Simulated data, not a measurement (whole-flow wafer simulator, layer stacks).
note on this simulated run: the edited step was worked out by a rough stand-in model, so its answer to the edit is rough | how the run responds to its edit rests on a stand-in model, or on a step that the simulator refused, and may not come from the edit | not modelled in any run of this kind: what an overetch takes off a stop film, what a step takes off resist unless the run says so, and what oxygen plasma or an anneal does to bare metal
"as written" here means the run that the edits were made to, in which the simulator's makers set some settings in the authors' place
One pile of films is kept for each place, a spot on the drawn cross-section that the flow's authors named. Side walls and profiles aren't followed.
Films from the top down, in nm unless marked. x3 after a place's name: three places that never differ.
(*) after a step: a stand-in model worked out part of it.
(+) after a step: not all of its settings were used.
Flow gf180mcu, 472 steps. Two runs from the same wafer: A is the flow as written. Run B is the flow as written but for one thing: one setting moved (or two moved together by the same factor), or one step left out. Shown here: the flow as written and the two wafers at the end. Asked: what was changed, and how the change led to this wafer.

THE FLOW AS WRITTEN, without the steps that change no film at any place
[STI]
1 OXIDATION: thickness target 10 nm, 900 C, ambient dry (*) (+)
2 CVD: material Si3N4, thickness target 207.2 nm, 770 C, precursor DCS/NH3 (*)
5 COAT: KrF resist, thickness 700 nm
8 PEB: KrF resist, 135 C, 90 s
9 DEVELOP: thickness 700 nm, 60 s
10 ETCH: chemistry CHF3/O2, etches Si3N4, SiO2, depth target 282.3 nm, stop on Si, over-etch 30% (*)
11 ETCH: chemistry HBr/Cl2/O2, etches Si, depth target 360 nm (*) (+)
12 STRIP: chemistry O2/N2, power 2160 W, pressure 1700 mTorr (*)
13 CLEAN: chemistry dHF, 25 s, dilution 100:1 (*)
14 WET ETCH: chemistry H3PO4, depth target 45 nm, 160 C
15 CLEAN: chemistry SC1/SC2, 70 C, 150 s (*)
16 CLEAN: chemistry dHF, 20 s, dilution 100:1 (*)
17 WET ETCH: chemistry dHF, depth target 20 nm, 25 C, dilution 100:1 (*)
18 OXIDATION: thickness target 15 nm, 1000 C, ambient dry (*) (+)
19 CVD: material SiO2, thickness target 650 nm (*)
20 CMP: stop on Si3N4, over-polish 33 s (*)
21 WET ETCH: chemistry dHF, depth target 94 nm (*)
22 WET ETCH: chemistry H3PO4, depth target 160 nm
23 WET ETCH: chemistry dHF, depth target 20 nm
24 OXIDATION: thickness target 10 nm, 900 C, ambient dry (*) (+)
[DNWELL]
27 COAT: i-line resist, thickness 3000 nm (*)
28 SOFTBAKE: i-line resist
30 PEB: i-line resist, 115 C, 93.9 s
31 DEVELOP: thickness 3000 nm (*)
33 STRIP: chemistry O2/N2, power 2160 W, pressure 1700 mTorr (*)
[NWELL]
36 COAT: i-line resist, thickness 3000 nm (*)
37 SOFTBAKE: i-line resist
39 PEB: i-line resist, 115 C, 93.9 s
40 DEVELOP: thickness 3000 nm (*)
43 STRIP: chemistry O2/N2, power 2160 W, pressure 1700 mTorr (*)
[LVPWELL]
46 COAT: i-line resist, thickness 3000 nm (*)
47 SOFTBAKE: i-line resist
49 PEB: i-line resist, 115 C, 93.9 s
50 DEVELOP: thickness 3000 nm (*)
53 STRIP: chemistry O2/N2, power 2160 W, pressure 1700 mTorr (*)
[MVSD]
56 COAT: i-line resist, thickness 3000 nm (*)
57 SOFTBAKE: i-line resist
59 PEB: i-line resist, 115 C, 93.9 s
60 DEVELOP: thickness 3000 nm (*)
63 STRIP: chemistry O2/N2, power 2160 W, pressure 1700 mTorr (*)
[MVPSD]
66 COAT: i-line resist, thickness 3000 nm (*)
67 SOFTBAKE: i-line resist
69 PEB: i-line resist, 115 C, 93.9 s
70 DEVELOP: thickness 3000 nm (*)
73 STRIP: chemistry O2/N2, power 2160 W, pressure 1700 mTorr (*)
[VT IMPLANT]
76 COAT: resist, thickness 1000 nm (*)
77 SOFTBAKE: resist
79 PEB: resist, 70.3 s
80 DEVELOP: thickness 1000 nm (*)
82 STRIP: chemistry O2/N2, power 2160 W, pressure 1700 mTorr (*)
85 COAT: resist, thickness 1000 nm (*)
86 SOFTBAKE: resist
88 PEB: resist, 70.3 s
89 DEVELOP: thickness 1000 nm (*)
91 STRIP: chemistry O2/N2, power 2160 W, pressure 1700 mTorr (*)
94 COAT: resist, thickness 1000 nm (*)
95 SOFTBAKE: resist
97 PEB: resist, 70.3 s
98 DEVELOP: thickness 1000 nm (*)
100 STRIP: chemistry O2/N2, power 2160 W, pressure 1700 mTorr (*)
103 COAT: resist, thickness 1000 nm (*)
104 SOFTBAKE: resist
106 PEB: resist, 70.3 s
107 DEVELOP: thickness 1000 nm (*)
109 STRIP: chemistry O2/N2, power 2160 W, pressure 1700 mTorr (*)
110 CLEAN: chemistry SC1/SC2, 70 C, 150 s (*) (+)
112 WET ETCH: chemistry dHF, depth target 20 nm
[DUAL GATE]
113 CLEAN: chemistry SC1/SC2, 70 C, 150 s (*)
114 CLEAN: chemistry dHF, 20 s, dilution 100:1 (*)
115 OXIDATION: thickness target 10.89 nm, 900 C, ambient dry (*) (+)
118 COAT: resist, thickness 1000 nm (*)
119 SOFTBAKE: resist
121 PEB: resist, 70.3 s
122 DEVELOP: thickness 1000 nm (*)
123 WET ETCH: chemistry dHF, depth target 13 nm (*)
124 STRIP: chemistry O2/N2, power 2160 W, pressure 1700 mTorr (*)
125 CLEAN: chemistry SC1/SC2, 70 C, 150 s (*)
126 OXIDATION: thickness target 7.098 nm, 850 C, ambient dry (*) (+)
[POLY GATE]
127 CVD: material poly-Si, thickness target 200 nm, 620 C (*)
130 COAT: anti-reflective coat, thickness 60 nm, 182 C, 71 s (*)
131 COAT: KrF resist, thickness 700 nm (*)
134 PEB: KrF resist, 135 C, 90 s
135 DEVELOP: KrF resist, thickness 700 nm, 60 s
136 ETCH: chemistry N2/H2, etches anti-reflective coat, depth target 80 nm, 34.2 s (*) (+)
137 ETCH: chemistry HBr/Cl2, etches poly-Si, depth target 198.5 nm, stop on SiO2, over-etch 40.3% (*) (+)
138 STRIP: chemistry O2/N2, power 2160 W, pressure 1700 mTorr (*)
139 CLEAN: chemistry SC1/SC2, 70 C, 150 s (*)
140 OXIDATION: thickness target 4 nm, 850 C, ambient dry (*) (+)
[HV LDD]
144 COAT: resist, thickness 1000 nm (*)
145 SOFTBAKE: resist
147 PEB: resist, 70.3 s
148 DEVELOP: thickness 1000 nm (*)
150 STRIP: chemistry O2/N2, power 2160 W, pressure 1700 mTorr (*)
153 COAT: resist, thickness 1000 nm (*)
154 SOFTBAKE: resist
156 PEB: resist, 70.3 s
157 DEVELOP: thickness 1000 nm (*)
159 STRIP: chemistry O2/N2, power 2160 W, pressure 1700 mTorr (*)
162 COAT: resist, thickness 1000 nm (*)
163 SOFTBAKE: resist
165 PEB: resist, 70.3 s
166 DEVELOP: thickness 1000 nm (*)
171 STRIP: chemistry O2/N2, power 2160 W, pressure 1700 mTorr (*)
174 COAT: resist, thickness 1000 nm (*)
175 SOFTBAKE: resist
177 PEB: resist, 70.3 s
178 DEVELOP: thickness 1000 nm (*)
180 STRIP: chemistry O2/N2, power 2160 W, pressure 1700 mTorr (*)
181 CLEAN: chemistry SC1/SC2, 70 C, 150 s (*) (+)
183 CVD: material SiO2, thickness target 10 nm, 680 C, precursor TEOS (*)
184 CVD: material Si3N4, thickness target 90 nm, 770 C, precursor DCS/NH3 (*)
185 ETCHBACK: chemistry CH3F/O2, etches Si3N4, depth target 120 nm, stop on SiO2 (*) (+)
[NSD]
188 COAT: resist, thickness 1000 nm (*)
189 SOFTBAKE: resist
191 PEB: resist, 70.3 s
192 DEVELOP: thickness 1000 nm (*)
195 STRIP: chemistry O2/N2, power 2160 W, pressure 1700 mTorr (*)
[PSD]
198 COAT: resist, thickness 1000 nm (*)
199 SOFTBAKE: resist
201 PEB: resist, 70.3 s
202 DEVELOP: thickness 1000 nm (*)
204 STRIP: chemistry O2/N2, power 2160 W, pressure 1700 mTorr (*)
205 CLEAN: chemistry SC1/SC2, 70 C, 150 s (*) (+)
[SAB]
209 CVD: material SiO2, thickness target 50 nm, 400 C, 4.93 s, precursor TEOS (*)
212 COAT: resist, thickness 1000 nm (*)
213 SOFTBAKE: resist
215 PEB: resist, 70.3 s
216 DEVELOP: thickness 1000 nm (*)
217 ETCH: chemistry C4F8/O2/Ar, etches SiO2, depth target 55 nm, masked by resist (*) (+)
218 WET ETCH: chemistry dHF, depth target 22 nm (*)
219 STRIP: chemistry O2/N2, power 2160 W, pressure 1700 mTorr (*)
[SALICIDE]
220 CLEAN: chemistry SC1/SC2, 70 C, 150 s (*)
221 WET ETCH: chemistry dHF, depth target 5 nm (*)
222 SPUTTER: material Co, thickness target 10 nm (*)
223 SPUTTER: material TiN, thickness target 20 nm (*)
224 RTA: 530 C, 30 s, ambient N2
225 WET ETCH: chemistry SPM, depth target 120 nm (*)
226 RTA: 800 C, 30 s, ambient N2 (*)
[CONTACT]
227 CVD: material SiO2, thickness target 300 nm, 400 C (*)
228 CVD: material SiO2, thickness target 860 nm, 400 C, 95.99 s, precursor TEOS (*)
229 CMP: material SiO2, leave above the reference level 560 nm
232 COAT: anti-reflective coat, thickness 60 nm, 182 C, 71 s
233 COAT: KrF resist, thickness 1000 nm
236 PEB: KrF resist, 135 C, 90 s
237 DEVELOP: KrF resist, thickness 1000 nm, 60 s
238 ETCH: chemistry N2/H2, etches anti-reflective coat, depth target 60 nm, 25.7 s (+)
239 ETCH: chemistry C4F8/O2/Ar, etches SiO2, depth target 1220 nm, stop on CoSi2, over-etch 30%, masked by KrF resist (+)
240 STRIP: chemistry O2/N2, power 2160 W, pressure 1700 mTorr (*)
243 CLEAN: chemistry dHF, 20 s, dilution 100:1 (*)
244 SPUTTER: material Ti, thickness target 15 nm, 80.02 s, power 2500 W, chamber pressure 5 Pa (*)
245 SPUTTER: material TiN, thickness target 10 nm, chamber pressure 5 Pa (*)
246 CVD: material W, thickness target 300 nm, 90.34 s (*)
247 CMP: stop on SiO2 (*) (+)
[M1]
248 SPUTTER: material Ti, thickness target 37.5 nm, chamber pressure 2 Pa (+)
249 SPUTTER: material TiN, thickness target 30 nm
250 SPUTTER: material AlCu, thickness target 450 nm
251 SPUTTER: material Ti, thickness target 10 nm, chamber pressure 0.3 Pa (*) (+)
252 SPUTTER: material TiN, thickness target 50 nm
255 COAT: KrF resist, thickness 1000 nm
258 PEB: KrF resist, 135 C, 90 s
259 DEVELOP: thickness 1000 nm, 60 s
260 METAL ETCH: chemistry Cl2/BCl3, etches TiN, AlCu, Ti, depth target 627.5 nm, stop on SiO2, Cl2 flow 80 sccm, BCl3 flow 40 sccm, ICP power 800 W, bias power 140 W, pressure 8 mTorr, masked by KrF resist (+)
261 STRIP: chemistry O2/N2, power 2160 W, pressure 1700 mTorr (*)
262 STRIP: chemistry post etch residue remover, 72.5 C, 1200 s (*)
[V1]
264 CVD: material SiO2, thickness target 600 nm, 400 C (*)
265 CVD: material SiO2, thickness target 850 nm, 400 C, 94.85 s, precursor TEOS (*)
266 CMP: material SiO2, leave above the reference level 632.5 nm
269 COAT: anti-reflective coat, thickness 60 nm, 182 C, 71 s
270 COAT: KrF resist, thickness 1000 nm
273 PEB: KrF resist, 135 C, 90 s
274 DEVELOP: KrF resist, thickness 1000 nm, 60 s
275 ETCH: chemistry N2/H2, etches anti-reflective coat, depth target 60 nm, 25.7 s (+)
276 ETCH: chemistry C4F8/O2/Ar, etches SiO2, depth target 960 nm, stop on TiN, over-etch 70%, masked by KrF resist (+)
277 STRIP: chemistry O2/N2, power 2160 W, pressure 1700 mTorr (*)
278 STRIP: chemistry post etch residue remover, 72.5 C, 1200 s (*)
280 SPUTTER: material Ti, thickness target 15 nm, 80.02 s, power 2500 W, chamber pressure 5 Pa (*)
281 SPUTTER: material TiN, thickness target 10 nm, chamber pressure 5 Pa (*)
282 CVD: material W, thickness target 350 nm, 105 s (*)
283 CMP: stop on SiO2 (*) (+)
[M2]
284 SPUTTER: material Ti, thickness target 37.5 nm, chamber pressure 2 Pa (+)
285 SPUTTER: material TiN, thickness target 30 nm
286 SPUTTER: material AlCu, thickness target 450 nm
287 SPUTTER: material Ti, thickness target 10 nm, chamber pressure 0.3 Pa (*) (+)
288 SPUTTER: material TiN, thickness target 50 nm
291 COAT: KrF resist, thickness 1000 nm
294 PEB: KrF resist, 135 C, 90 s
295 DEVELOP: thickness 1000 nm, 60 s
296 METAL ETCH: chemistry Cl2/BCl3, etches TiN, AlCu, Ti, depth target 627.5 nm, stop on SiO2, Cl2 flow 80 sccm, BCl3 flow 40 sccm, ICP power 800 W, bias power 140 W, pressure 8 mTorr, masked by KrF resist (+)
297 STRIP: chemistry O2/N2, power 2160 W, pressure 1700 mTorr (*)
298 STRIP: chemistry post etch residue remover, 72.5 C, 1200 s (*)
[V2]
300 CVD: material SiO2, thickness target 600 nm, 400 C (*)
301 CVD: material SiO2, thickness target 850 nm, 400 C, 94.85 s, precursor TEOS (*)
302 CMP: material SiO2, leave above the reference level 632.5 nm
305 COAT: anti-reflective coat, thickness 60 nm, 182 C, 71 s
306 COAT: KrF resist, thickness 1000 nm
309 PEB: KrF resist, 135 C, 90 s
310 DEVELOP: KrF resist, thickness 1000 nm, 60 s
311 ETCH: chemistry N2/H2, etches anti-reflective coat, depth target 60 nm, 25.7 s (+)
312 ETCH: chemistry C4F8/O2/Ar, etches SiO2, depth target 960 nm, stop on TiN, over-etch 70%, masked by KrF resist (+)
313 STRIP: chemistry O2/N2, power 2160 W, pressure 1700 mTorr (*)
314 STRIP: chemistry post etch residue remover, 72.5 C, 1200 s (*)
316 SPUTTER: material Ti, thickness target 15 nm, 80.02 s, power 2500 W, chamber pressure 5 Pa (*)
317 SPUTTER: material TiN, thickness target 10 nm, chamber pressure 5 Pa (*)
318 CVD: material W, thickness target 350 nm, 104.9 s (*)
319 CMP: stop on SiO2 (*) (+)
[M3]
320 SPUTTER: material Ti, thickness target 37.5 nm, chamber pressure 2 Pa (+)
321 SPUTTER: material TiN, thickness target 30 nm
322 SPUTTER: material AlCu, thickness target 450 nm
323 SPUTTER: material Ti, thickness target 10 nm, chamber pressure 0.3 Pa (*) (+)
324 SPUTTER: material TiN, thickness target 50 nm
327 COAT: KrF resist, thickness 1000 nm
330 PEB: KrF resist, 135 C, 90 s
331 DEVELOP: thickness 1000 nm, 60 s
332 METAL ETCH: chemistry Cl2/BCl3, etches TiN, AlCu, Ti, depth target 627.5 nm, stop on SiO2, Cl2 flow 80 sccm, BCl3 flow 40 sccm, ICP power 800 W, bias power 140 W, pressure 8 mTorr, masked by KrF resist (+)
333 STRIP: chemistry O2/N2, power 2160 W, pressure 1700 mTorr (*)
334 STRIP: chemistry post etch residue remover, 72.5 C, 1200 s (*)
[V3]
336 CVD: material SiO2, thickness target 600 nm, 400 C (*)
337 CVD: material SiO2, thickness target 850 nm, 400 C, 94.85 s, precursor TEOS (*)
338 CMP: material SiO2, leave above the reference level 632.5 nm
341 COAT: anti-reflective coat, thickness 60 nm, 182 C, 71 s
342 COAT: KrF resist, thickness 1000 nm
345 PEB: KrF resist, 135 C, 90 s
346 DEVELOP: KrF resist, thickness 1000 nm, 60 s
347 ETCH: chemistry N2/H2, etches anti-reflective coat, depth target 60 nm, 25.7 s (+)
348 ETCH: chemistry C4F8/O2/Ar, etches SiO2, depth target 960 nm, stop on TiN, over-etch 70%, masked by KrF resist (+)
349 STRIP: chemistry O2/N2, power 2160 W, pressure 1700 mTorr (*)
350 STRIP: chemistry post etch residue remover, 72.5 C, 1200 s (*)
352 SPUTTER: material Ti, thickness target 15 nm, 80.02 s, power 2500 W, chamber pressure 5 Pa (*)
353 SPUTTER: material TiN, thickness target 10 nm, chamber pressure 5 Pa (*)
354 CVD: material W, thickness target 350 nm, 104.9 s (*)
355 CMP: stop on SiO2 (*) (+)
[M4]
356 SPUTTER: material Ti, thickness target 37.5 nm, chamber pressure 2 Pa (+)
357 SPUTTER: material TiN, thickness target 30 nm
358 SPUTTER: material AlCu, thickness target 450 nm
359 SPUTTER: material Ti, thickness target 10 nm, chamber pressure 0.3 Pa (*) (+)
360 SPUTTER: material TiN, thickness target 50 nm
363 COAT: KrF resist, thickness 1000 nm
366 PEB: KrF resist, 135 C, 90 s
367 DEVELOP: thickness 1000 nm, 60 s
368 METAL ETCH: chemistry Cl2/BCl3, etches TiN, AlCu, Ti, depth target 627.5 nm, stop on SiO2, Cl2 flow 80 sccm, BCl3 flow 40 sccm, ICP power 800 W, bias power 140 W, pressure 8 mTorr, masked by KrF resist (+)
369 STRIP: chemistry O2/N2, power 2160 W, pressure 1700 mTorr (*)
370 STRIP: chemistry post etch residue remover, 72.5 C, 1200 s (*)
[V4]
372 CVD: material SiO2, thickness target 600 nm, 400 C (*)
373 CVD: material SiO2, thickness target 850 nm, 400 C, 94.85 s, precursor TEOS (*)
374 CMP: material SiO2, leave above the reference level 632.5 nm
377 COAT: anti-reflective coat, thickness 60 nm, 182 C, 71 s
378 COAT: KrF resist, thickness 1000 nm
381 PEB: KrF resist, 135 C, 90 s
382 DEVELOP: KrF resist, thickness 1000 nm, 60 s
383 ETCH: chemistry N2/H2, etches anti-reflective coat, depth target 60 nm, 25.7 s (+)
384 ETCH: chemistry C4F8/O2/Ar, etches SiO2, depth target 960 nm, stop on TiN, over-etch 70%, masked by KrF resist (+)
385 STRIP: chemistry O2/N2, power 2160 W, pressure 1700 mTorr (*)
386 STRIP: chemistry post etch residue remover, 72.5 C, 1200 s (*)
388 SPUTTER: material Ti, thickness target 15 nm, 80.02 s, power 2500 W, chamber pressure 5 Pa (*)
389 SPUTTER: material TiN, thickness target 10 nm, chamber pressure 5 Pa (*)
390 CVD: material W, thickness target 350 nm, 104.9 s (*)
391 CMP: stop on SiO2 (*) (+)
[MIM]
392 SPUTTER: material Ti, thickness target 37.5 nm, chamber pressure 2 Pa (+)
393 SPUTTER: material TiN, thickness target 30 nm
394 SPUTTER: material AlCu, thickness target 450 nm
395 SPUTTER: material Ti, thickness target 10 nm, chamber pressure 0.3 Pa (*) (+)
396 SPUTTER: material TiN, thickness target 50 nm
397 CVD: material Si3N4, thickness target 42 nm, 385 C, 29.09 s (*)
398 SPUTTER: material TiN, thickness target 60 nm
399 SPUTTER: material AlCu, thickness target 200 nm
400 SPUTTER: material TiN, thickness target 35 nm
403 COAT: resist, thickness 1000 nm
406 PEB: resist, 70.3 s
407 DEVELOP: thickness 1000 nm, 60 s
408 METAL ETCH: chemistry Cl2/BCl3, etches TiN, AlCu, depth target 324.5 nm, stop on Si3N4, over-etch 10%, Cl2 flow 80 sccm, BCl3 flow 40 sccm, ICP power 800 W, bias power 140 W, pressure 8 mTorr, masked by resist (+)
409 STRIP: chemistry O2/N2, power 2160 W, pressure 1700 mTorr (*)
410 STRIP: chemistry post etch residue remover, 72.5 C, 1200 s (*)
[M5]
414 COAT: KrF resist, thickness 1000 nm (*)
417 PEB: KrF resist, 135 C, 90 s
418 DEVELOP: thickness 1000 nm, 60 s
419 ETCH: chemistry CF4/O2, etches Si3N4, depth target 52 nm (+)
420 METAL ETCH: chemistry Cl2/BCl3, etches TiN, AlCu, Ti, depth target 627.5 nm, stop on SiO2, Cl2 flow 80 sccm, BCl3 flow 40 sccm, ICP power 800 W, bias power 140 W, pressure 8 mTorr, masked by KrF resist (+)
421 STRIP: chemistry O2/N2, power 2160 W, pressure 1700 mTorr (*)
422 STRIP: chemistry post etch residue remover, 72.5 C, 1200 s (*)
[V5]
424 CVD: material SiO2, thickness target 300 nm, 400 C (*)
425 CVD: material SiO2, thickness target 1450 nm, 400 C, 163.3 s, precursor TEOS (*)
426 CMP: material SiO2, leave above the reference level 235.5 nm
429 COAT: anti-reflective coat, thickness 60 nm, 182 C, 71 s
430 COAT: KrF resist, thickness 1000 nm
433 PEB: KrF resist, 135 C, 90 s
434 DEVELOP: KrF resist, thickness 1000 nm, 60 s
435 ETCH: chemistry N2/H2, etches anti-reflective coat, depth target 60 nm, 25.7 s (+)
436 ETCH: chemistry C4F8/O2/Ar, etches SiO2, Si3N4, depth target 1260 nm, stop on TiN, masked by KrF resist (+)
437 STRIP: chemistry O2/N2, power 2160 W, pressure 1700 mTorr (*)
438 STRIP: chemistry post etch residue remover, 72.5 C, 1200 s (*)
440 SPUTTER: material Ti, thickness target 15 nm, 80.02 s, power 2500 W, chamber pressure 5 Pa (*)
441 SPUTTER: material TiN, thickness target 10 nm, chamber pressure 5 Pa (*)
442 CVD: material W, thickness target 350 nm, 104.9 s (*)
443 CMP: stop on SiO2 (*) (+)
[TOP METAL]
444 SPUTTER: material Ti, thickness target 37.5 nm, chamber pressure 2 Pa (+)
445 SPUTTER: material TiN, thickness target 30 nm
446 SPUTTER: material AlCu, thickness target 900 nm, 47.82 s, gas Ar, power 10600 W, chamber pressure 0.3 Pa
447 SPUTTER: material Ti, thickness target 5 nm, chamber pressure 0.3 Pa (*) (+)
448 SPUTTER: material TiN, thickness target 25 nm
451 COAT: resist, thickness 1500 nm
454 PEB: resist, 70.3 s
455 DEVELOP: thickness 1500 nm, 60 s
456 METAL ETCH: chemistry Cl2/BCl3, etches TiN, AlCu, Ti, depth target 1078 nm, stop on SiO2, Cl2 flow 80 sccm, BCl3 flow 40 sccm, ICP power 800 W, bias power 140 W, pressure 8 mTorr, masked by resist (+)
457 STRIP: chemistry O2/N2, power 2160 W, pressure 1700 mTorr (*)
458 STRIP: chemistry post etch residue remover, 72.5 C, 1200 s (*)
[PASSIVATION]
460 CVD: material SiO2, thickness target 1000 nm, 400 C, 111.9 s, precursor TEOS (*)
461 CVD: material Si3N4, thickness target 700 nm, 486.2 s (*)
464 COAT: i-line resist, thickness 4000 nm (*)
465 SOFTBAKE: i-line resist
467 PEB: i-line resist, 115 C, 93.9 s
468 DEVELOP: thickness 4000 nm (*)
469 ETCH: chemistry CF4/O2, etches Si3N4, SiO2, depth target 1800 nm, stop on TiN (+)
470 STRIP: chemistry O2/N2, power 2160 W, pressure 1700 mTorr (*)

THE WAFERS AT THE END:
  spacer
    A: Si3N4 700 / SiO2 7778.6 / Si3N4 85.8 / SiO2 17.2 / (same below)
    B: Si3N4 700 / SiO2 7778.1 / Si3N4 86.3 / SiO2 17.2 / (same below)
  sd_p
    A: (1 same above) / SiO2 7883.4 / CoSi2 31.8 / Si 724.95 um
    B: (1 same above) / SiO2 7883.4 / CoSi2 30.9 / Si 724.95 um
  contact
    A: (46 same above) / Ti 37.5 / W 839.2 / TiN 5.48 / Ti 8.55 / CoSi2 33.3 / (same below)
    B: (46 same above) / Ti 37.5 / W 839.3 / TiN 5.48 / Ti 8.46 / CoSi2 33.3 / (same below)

The cause: step 209, CVD: thickness target 67 nm was run, where the flow has thickness target 50 nm; step 209, CVD: 6.606 s was run, where the flow has 4.93 s.

How the change led to this, step by step:
  209 CVD: material SiO2, thickness target 50 nm, 400 C, 4.93 s, precursor TEOS (*)
      field, field__w7, field__w8 and 73 more: A SiO2 +50 | B SiO2 +66.4
      field_sub__w1, field_sub__w3, field_sub__w4, field_sub__w5, ld_drift_n, nplus_u: A SiO2 +48.9 | B SiO2 +65
      (and at 27 more places)
  217 ETCH: chemistry C4F8/O2/Ar, etches SiO2, depth target 55 nm, masked by resist (*) (+)
      spacer: A SiO2 -50 (all of it), Si3N4 -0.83 | B SiO2 -55
  218 WET ETCH: chemistry dHF, depth target 22 nm (*)
      spacer: A Si3N4 -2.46 | B SiO2 -11.4 (all of it), Si3N4 -2.85
      gate, gate_hv, gate_p and 23 more: A SiO2 -5.48 (all of it) | B SiO2 -21.9 (all of it)
      (and at 73 more places)
  223 SPUTTER: material TiN, thickness target 20 nm (*)
      field__w12: A TiN +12 (new film) | B TiN +12.7 (new film)
  225 WET ETCH: chemistry SPM, depth target 120 nm (*)
      field__w12: A TiN -12 (all of it), Co -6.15 (all of it) | B TiN -12.7 (all of it), Co -6.43 (all of it)
  226 RTA: 800 C, 30 s, ambient N2 (*)
      sd_p: A CoSi2 +31.8 (new film), CoSi -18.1 (all of it), Si -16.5 | B CoSi2 +30.9 (new film), CoSi -17.6 (all of it), Si -16
  229 CMP: material SiO2, leave above the reference level 560 nm
      ldn_sep__w1, ldn_sep__w2, ldn_dft and 8 more: A SiO2 -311 | B SiO2 -318.4
      sti, mim_1p0, pad, dice_street, iso_nw_fld, iso_fld_sub: A SiO2 -296.8 | B SiO2 -304.2
      (and at 43 more places)
